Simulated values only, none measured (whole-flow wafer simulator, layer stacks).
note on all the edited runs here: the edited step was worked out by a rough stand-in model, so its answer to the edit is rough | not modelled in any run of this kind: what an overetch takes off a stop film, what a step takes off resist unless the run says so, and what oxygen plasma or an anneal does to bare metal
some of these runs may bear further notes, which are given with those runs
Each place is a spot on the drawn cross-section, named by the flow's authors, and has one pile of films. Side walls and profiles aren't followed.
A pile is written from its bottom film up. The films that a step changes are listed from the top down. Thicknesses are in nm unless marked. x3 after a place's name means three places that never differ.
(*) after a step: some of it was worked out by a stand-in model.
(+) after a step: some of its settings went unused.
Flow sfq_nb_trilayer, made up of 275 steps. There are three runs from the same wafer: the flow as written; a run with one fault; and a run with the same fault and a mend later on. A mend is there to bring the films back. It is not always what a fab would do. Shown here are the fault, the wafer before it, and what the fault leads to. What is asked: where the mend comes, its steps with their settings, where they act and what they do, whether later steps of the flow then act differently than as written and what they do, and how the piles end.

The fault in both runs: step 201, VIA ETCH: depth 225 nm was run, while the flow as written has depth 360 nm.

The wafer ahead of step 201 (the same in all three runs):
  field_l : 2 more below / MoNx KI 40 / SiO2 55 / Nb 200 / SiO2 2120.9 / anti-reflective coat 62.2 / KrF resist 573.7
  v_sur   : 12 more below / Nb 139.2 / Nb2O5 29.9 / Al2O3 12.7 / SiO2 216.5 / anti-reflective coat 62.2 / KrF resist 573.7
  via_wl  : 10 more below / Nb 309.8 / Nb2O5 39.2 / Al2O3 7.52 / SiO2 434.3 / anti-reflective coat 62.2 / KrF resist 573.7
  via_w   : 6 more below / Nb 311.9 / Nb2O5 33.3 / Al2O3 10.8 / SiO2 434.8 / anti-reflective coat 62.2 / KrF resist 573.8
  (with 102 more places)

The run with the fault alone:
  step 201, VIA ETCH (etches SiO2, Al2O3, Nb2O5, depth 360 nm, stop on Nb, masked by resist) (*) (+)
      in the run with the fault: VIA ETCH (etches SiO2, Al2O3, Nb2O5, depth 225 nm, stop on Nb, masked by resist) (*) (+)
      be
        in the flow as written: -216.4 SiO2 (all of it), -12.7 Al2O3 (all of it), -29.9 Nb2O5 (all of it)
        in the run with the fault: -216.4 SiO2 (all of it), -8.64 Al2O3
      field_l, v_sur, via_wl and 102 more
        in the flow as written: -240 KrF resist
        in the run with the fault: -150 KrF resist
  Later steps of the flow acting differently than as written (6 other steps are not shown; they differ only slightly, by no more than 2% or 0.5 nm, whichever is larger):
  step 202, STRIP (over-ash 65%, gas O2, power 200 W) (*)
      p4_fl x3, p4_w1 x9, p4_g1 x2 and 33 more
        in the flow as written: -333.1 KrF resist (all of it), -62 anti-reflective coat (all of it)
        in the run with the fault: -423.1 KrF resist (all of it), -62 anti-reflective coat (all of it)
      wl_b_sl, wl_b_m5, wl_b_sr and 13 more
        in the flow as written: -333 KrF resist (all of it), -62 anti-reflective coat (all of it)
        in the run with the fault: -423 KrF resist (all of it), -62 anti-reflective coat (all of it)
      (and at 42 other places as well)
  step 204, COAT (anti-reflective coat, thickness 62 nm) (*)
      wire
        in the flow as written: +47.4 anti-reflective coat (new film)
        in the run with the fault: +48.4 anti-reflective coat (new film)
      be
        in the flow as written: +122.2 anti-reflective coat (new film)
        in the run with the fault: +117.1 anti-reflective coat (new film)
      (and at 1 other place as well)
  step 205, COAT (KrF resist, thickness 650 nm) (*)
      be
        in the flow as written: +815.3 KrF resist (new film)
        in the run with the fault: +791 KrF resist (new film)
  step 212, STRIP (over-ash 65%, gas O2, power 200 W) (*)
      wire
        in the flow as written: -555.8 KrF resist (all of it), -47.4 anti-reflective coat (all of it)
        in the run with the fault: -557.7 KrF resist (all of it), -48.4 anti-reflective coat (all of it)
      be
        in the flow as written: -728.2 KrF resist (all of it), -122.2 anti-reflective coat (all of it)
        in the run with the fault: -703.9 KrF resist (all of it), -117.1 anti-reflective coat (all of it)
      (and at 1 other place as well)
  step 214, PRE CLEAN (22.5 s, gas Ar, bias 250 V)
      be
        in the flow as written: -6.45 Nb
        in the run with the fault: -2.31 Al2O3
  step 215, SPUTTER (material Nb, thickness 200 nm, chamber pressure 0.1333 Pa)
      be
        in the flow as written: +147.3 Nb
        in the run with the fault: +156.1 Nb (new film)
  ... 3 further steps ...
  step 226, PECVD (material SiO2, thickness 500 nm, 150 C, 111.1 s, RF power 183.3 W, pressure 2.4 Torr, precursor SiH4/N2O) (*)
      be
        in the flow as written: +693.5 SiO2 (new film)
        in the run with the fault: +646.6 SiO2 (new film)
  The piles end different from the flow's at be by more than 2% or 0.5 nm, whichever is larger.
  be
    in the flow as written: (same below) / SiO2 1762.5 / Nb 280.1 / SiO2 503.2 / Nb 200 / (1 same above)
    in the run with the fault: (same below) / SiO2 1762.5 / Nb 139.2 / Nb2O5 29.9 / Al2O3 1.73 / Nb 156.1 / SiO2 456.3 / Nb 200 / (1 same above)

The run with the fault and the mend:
  The mend stands after step 202.
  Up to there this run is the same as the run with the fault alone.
  step 202a, COAT (anti-reflective coat, thickness 62 nm) (*) (the flow's step 194, run once more)
      l0_sur, l0v, p4_fl x3 and 61 more
        +62 anti-reflective coat (new film)
      wl_a_sl, wl_a_m6, wl_a_sr, wl_g_sr
        +61.9 anti-reflective coat (new film)
      lsp_m, ln_m6, lsp_r
        +62.1 anti-reflective coat (new film)
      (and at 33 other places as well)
  step 202b, COAT (KrF resist, thickness 650 nm) (*) (the flow's step 195, run once more)
      p4_fl x3, p4_w1 x9, p4_g1 x2 and 33 more
        +650 KrF resist (new film)
      wl_b_m5, wl_b_sr, wl_c_sl and 12 more
        +649.9 KrF resist (new film)
      r5r_line_l, r5r_line_c, r5r_line_r
        +634.3 KrF resist (new film)
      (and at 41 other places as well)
  step 202c, SOFTBAKE (KrF resist) (the flow's step 196, run once more)
      leaves every film unchanged at each place that is followed
  step 202d, EXPOSE (photomask I5, dose 12.41 mJ/cm2, NA 0.6, wavelength 248 nm) (*) (the flow's step 197, run once more)
      leaves every film unchanged at each place that is followed
  step 202e, PEB (KrF resist, 90 s) (the flow's step 198, run once more)
      field_l, v_sur, via_wl and 81 more
        -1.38 KrF resist
      via_w, via_wr, via_sp, wire, be_sur
        -1.37 KrF resist
      ce_l, moat, field_r, wl_jj
        -1.39 KrF resist
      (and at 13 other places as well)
  step 202f, DEVELOP (KrF resist, thickness 650 nm, 60 s) (the flow's step 199, run once more)
      field_l, v_sur, via_wl and 102 more
        -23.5 KrF resist
      be
        -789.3 KrF resist (all of it)
  step 202g, VIA ETCH (etches anti-reflective coat, depth 125 nm, masked by resist) (+) (the flow's step 200, run once more)
      field_l, v_sur, via_wl and 102 more
        -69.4 KrF resist
      be
        -117.1 anti-reflective coat (all of it), -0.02 Al2O3
  step 202h, VIA ETCH (etches SiO2, Al2O3, Nb2O5, depth 135 nm, stop on Nb, masked by resist) (*) (+) (the flow's step 201, run once more with other settings)
      field_l, v_sur, via_wl and 102 more
        -90 KrF resist
      be
        -4.03 Al2O3 (all of it), -29.9 Nb2O5 (all of it)
  step 202i, STRIP (over-ash 65%, gas O2, power 200 W) (*) (the flow's step 202, run once more)
      p4_fl x3, p4_w1 x9, p4_g1 x2 and 33 more
        -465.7 KrF resist (all of it), -62 anti-reflective coat (all of it)
      wl_b_sl, wl_b_m5, wl_b_sr and 7 more
        -465.5 KrF resist (all of it), -62 anti-reflective coat (all of it)
      wl_c_sr, wl_d_sl, wl_d_m1, wl_d_sr, wl_e_sl, wl_e_m5, wl_e_sr
        -465.6 KrF resist (all of it), -62 anti-reflective coat (all of it)
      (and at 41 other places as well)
  Later steps of the flow that are run all act as written at every place that is followed.
  By the end, the piles equal the flow's at every place that both follow.
